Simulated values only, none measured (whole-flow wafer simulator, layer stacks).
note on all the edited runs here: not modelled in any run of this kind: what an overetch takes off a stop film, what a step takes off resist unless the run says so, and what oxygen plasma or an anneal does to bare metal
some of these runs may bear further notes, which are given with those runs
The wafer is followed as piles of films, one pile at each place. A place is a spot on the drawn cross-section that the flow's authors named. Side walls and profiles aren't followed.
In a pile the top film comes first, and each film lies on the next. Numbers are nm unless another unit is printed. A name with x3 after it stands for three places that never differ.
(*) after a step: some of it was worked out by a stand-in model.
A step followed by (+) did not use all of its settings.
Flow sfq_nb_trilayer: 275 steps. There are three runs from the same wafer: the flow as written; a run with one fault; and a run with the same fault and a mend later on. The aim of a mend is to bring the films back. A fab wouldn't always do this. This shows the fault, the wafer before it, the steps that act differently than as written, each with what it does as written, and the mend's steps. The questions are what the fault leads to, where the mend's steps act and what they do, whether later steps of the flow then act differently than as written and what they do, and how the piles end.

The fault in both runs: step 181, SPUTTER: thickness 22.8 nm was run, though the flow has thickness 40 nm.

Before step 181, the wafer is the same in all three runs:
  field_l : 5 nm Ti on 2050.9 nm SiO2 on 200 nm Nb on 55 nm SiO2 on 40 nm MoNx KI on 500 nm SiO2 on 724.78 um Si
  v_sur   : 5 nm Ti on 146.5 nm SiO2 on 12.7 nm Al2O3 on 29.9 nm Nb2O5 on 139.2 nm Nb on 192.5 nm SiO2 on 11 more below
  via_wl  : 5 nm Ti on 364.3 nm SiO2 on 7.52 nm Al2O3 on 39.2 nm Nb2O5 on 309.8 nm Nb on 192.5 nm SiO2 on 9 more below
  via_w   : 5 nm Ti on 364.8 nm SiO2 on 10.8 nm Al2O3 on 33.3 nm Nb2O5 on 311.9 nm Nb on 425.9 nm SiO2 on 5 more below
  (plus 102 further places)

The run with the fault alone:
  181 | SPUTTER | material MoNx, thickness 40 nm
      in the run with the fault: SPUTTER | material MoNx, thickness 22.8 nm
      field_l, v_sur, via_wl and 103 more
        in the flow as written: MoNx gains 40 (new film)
        in the run with the fault: MoNx gains 22.8 (new film)
  Later steps of the flow acting differently than as written (not shown: 11 more steps that differ only slightly, by at most 2% or 0.5 nm, whichever is larger):
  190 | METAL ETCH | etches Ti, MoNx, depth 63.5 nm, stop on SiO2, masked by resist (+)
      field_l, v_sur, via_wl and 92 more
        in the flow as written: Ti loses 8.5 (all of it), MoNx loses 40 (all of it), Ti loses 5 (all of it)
        in the run with the fault: Ti loses 8.5 (all of it), MoNx loses 22.8 (all of it), Ti loses 5 (all of it)
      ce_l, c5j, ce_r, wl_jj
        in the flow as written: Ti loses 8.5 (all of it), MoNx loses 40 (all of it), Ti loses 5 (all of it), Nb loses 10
        in the run with the fault: Ti loses 8.5 (all of it), MoNx loses 22.8 (all of it), Ti loses 5 (all of it), Nb loses 27.2
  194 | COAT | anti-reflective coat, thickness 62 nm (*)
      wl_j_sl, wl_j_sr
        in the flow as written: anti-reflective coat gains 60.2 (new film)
        in the run with the fault: anti-reflective coat gains 57.4 (new film)
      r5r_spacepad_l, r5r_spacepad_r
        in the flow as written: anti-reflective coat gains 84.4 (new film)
        in the run with the fault: anti-reflective coat gains 77 (new film)
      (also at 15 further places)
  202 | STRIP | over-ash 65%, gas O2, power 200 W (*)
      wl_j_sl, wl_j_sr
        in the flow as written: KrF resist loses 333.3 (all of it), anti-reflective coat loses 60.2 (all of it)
        in the run with the fault: KrF resist loses 333.4 (all of it), anti-reflective coat loses 57.4 (all of it)
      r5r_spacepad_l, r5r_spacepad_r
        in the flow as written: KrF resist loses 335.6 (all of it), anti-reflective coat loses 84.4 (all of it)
        in the run with the fault: KrF resist loses 335 (all of it), anti-reflective coat loses 77 (all of it)
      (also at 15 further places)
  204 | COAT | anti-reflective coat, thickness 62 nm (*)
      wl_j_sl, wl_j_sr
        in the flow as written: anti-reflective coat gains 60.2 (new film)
        in the run with the fault: anti-reflective coat gains 57.4 (new film)
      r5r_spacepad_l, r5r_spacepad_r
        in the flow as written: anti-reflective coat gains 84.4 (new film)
        in the run with the fault: anti-reflective coat gains 77 (new film)
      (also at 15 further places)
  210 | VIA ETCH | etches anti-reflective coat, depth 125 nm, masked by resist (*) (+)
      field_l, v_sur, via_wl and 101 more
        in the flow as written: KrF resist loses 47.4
        in the run with the fault: KrF resist loses 48.5
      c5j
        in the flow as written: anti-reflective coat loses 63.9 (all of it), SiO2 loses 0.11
        in the run with the fault: anti-reflective coat loses 68.6 (all of it), SiO2 loses 0.09
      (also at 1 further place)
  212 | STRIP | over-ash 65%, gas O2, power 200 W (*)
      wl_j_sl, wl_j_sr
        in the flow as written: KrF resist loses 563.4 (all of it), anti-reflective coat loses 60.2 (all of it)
        in the run with the fault: KrF resist loses 562.2 (all of it), anti-reflective coat loses 57.4 (all of it)
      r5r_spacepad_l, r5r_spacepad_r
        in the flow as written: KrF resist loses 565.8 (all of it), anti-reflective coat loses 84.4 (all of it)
        in the run with the fault: KrF resist loses 563.8 (all of it), anti-reflective coat loses 77 (all of it)
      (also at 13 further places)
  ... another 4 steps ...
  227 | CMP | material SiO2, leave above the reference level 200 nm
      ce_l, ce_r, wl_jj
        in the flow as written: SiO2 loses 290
        in the run with the fault: SiO2 loses 272.8
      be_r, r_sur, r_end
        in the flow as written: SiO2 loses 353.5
        in the run with the fault: SiO2 loses 336.3
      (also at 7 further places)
  By the end, the piles at ce_l, c5j, ce_r and 8 more depart from the flow's by more than 2% or 0.5 nm, whichever is larger.
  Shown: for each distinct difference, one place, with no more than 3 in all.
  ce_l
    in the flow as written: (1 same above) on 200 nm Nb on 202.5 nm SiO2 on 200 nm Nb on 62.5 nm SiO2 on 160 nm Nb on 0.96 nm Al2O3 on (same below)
    in the run with the fault: (1 same above) on 200 nm Nb on 219.7 nm SiO2 on 200 nm Nb on 62.5 nm SiO2 on 142.8 nm Nb on 0.96 nm Al2O3 on (same below)
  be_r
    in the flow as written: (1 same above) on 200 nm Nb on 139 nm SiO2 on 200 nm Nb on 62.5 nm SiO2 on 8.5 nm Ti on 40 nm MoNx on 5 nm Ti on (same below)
    in the run with the fault: (1 same above) on 200 nm Nb on 156.2 nm SiO2 on 200 nm Nb on 62.5 nm SiO2 on 8.5 nm Ti on 22.8 nm MoNx on 5 nm Ti on (same below)
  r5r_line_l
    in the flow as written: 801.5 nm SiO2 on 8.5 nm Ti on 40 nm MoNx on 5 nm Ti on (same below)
    in the run with the fault: 818.7 nm SiO2 on 8.5 nm Ti on 22.8 nm MoNx on 5 nm Ti on (same below)

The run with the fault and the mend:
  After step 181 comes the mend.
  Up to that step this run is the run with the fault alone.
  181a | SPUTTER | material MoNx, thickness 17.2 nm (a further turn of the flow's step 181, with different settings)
      field_l, v_sur, via_wl and 103 more
        MoNx gains 17.2
  None of the later steps of the flow acts differently than as written at any place that is followed.
  By the end, the piles equal the flow's at every place that both follow.
